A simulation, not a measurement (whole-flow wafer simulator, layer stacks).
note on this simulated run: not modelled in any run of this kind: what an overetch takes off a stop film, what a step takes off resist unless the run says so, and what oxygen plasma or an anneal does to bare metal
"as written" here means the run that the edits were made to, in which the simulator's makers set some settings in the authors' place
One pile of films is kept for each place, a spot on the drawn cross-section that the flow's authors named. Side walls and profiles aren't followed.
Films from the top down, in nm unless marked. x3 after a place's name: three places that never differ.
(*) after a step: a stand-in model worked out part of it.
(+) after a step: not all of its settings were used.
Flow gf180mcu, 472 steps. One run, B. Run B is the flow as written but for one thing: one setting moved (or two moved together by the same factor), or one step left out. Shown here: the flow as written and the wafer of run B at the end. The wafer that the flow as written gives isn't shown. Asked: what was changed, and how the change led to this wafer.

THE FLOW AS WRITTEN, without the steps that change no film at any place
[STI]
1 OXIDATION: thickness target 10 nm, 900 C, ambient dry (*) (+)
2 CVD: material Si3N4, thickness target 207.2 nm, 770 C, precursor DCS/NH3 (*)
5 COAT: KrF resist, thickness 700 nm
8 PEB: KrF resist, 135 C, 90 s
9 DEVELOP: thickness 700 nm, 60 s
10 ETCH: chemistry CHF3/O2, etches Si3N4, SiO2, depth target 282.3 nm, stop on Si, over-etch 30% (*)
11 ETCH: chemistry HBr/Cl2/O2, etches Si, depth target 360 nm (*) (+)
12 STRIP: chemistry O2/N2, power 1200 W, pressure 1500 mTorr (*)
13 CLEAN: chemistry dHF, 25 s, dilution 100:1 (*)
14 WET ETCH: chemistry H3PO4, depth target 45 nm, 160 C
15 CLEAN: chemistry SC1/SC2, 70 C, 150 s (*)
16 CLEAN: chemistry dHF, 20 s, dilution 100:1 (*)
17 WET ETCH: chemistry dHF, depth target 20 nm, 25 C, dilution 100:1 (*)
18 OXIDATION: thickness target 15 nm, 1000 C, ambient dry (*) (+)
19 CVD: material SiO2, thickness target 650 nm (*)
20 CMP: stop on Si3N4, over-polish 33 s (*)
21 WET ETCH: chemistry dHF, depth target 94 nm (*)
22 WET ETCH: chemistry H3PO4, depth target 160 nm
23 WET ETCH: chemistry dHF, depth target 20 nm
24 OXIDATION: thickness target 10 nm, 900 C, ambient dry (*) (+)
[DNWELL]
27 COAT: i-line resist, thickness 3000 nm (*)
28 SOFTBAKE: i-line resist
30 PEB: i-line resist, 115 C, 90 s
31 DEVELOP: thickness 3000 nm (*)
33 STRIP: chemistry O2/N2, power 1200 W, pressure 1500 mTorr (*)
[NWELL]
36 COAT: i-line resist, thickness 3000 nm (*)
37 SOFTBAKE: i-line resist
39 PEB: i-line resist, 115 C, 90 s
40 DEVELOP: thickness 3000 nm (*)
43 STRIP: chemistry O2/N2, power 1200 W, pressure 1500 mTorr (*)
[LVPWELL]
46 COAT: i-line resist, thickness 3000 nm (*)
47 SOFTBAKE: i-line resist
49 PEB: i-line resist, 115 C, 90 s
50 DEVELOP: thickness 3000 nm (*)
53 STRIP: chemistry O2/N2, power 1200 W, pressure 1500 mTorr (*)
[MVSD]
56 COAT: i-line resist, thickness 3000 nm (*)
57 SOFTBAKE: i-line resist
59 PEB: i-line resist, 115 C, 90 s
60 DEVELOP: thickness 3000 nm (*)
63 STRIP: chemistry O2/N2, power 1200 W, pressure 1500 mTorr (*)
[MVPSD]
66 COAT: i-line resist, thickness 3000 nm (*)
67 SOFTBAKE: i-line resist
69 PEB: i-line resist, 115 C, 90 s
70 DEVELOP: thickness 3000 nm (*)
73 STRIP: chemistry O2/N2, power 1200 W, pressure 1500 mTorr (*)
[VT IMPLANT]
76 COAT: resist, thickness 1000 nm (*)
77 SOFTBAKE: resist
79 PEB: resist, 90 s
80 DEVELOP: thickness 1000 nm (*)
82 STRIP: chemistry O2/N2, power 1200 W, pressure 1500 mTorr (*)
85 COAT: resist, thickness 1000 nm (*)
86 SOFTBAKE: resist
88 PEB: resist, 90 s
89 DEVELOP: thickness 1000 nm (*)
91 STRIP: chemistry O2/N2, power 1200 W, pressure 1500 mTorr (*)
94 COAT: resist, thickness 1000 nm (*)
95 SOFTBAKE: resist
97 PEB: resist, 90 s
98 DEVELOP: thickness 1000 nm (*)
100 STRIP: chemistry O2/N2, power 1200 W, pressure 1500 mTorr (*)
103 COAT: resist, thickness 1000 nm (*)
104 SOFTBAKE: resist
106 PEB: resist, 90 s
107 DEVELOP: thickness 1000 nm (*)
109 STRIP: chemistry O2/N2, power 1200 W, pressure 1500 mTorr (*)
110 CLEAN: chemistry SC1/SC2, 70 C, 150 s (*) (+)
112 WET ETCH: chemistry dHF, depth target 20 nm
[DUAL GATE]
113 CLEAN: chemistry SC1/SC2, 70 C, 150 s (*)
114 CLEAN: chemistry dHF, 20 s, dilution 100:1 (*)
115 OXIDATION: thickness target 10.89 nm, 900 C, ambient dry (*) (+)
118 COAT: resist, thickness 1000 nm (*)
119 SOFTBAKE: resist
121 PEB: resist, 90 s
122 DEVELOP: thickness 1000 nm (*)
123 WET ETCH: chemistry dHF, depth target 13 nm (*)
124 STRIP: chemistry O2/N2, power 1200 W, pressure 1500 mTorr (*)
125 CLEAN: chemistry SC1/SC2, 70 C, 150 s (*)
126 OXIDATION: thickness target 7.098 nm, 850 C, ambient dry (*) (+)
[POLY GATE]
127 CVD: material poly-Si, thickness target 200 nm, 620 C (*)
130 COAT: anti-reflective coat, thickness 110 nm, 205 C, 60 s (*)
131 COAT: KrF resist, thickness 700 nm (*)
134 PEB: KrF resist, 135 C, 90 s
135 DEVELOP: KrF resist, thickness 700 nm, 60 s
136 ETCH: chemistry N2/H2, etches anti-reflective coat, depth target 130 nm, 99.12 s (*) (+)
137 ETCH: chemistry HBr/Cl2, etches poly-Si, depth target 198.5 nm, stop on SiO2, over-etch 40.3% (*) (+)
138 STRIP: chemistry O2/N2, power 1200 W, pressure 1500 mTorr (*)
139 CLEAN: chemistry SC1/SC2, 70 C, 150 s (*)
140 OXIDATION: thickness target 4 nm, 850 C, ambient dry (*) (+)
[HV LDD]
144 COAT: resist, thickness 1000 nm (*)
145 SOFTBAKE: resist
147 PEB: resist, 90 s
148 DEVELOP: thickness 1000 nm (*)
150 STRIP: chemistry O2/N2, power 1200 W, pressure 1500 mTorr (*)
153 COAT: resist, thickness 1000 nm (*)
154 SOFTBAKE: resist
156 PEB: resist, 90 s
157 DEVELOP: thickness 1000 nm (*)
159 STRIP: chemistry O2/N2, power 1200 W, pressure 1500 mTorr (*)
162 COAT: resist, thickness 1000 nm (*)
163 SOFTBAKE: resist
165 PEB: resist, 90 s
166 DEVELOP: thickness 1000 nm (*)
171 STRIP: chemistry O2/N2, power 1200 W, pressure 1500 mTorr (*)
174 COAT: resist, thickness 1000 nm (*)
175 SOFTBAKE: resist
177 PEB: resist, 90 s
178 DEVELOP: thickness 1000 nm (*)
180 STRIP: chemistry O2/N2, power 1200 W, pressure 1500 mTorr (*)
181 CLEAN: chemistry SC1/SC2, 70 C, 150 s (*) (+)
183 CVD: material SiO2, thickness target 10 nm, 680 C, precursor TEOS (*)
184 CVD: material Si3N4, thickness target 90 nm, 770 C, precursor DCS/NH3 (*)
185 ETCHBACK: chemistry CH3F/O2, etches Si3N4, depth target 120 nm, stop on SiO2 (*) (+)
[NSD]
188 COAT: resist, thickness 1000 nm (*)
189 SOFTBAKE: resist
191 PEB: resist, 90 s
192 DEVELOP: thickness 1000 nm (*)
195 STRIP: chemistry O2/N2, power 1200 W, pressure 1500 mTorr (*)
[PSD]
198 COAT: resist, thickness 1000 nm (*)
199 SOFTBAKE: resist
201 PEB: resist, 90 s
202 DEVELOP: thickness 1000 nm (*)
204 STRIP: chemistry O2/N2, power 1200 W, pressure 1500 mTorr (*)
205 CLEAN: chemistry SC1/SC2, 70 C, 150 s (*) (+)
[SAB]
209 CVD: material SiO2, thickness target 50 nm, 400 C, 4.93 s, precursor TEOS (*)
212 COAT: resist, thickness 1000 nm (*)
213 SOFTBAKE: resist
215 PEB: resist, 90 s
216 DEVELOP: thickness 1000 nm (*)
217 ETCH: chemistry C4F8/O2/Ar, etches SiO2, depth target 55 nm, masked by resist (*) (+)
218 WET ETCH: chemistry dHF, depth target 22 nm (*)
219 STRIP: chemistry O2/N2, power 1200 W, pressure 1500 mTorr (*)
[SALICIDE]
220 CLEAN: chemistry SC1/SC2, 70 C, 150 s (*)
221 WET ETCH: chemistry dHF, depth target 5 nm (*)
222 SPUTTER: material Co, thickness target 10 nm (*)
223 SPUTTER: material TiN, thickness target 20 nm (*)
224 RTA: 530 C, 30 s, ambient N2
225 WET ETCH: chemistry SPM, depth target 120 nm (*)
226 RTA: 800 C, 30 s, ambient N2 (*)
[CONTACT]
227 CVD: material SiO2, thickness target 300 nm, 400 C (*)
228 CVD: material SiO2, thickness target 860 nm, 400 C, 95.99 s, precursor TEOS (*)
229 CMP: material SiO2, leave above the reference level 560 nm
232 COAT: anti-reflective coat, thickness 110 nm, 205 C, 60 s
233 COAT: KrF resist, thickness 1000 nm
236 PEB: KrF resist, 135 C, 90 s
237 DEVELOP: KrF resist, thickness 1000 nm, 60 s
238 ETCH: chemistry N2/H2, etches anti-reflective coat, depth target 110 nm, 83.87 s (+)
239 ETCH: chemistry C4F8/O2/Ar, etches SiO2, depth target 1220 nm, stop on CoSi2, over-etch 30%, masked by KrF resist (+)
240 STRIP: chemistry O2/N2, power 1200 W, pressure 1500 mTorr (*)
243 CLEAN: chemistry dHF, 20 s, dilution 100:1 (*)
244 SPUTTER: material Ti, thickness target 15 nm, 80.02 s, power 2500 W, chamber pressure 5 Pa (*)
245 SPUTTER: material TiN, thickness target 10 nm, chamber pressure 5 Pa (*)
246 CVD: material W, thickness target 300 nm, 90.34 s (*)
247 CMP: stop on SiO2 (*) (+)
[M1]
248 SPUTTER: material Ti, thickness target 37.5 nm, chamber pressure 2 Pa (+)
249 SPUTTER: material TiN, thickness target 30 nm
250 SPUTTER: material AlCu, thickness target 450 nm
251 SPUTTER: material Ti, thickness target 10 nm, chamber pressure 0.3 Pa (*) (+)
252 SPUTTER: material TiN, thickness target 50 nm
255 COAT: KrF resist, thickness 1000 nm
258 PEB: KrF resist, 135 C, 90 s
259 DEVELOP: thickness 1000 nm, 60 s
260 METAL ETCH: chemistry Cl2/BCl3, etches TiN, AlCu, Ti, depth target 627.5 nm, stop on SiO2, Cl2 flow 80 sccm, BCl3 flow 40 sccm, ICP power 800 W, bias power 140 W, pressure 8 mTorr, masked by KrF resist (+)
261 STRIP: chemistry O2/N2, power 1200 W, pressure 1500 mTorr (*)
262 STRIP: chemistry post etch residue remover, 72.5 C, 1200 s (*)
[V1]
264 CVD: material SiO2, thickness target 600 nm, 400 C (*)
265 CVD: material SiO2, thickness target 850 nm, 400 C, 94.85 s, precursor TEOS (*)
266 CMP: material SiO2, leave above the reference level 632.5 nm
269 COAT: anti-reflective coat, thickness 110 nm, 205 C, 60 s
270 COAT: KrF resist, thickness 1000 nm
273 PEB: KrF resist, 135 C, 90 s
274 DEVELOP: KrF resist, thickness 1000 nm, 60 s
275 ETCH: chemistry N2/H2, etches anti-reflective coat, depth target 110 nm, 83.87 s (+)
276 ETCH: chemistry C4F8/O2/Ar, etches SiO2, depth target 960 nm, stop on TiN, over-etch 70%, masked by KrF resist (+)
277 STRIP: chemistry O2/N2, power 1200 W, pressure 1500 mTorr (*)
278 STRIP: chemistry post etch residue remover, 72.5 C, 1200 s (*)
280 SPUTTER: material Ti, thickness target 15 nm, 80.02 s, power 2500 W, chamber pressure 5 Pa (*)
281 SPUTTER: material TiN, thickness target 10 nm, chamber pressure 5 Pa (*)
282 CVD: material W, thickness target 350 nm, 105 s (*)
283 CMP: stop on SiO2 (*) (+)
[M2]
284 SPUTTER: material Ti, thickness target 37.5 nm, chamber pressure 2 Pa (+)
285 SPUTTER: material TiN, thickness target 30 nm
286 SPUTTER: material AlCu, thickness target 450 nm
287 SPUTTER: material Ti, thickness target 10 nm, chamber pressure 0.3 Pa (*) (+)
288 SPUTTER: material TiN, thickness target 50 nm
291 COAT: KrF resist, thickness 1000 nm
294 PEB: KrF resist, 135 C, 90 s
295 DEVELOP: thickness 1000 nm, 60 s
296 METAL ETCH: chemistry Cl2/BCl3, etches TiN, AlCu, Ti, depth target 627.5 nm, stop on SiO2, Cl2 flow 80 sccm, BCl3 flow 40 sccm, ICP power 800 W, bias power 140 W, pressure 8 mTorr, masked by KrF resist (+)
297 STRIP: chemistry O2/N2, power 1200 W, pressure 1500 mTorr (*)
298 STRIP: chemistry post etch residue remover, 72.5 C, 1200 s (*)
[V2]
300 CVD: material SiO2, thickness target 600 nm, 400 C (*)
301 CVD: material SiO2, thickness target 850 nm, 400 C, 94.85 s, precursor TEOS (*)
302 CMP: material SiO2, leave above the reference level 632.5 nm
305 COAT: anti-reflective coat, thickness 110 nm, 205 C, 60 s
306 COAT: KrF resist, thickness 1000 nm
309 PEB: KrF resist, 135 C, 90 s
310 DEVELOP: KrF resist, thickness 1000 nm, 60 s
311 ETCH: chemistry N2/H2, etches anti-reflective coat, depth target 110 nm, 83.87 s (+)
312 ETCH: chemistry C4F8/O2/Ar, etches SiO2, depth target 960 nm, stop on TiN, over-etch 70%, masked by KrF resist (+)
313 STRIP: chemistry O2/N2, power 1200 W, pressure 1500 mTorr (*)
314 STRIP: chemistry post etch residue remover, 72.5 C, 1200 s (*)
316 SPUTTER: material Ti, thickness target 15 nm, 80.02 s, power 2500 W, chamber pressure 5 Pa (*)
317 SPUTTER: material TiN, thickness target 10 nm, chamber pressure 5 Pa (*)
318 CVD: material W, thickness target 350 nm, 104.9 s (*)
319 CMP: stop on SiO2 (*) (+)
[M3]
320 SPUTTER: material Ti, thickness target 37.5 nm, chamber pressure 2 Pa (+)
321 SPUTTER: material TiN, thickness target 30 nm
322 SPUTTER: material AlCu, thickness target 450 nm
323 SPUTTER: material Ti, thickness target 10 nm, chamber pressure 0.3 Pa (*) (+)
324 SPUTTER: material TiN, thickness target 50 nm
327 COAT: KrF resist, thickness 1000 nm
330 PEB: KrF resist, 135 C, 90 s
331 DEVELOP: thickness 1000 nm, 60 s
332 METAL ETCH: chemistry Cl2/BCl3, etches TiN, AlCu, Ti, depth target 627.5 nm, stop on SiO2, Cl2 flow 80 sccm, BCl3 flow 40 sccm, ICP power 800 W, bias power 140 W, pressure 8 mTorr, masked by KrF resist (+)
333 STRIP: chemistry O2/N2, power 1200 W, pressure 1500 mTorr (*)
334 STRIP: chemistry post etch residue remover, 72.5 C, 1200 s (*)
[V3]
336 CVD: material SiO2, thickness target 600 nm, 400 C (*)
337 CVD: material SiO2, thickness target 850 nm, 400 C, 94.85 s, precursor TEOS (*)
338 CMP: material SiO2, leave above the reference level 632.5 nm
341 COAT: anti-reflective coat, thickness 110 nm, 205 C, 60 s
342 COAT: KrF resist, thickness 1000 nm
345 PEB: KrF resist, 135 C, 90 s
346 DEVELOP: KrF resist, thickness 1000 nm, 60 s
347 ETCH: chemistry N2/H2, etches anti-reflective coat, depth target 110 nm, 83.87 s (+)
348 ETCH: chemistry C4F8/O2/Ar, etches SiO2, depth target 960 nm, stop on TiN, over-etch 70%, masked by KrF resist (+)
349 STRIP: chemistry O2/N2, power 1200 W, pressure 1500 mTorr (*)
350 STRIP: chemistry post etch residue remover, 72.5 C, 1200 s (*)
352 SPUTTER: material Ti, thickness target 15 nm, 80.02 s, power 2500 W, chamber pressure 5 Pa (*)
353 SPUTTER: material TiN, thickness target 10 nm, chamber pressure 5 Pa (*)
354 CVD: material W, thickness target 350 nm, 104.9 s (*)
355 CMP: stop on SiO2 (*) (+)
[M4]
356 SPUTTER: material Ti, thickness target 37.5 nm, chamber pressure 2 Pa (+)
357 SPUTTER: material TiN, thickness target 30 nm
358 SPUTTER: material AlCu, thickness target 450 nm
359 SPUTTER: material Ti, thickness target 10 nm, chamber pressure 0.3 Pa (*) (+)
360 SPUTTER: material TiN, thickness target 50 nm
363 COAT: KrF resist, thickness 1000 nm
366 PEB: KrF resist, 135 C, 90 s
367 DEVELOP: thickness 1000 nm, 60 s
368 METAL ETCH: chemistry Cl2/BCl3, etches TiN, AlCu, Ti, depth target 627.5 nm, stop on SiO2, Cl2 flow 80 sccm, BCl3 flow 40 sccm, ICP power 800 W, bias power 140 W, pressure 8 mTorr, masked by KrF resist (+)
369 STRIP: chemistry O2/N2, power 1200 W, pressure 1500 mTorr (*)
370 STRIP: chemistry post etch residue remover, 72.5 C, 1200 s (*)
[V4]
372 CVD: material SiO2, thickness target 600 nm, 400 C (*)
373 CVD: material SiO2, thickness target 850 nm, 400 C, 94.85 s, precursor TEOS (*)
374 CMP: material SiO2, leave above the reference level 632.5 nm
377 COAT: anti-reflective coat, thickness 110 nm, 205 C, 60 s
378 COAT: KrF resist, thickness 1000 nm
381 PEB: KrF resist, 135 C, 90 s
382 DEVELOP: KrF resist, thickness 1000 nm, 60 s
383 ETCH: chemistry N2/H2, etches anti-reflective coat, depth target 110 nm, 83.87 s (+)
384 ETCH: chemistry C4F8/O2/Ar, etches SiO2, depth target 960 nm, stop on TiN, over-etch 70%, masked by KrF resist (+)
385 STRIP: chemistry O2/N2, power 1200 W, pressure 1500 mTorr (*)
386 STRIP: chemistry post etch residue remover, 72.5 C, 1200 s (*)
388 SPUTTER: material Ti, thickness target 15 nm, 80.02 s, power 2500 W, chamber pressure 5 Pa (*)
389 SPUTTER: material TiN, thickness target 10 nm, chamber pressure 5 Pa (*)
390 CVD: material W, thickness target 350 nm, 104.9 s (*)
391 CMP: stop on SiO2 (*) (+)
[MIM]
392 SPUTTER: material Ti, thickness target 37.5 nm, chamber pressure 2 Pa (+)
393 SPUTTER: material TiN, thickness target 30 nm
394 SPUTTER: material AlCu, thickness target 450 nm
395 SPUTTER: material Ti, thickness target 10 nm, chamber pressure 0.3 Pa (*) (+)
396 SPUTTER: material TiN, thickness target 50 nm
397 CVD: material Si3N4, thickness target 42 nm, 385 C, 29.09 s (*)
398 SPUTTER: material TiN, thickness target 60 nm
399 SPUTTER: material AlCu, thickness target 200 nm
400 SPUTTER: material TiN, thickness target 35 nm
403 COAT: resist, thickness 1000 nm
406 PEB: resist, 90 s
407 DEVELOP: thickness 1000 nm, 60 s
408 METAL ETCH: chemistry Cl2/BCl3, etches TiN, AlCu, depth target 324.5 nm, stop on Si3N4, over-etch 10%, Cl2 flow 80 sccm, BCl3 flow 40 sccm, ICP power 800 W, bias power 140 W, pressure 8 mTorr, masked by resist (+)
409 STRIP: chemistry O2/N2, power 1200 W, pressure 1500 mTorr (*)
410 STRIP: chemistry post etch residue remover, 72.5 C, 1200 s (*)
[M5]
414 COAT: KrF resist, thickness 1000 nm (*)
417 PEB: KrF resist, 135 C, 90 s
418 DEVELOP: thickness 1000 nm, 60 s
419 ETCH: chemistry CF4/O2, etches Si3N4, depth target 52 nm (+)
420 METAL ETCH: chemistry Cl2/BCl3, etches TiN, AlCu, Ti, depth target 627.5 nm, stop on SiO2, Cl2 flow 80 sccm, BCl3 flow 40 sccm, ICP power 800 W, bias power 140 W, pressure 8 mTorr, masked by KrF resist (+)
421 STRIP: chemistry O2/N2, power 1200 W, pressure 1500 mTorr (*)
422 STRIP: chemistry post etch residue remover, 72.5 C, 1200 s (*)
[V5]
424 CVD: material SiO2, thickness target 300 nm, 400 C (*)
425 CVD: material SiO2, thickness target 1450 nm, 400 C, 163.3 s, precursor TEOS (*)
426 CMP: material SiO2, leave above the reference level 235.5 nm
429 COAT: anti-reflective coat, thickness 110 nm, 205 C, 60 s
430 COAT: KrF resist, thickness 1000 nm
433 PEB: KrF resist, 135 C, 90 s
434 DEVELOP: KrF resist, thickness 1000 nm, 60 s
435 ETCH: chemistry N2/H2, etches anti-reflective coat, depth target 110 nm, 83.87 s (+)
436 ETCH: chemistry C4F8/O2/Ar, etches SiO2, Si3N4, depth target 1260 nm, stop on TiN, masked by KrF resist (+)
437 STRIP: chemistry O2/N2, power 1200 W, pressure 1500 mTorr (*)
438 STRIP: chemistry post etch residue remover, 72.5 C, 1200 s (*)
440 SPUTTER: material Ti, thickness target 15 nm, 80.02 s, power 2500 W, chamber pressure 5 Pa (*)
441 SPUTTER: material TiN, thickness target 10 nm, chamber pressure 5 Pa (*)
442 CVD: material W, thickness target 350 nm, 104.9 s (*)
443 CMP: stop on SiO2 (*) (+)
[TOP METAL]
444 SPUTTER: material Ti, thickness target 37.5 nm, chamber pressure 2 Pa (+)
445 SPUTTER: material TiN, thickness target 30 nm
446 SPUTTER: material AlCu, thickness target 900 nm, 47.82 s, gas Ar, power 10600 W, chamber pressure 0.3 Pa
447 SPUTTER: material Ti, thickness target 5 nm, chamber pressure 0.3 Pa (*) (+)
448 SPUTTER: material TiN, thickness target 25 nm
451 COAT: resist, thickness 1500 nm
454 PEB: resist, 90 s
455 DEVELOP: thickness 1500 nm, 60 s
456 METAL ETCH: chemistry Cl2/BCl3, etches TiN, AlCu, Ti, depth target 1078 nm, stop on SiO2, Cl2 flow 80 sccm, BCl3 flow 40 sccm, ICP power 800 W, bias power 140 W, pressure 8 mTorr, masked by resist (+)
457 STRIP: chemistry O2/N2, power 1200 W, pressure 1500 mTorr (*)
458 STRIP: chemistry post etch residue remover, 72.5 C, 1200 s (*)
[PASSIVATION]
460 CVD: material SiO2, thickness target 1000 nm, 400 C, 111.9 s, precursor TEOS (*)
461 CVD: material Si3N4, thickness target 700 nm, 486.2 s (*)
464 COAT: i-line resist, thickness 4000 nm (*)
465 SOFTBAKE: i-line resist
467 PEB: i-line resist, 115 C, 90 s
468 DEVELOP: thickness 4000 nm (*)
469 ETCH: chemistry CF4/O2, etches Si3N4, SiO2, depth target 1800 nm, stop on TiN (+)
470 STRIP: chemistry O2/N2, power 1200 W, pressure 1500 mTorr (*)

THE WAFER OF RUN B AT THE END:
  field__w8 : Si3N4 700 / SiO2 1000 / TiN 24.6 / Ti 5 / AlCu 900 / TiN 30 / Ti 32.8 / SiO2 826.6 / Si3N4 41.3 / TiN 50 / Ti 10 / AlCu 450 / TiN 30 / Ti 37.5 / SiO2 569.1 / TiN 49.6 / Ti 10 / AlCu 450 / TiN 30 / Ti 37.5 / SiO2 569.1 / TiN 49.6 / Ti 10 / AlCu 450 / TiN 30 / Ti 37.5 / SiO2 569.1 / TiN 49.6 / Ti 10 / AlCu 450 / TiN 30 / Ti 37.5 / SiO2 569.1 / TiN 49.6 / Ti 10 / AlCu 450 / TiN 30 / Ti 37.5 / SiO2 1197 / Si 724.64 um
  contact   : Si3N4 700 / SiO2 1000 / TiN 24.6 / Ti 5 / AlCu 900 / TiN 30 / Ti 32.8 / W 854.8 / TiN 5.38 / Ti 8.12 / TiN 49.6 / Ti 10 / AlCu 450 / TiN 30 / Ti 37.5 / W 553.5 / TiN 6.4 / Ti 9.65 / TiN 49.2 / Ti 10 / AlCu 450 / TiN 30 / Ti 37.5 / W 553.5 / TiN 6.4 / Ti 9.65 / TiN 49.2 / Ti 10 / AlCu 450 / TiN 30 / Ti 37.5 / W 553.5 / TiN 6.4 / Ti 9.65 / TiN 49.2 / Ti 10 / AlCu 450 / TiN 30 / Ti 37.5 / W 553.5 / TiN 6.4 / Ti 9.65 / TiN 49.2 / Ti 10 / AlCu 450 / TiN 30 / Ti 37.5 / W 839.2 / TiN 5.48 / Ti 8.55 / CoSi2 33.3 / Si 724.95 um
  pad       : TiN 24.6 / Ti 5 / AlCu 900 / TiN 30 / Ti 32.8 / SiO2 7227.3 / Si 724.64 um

The cause: step 444, SPUTTER: thickness target 32.81 nm was run, where the flow has thickness target 37.5 nm.
It can be read off the wafer: field__w8 has Ti 32.8, and step 444 as written asks for 37.5 nm.

How the change led to this, step by step:
  444 SPUTTER: material Ti, thickness target 37.5 nm, chamber pressure 2 Pa (+)
      field, field__w1, field__w2 and 109 more: Ti +32.8 (new film) (as written it would be: Ti +37.5 (new film))
  456 METAL ETCH: chemistry Cl2/BCl3, etches TiN, AlCu, Ti, depth target 1078 nm, stop on SiO2, Cl2 flow 80 sccm, BCl3 flow 40 sccm, ICP power 800 W, bias power 140 W, pressure 8 mTorr, masked by resist (+)
      field, field__w1, field__w2 and 103 more: TiN -25 (all of it), Ti -5 (all of it), AlCu -900 (all of it), TiN -30 (all of it), Ti -32.8 (all of it) (as written it would be: TiN -25 (all of it), Ti -5 (all of it), AlCu -900 (all of it), TiN -30 (all of it), Ti -37.5 (all of it))
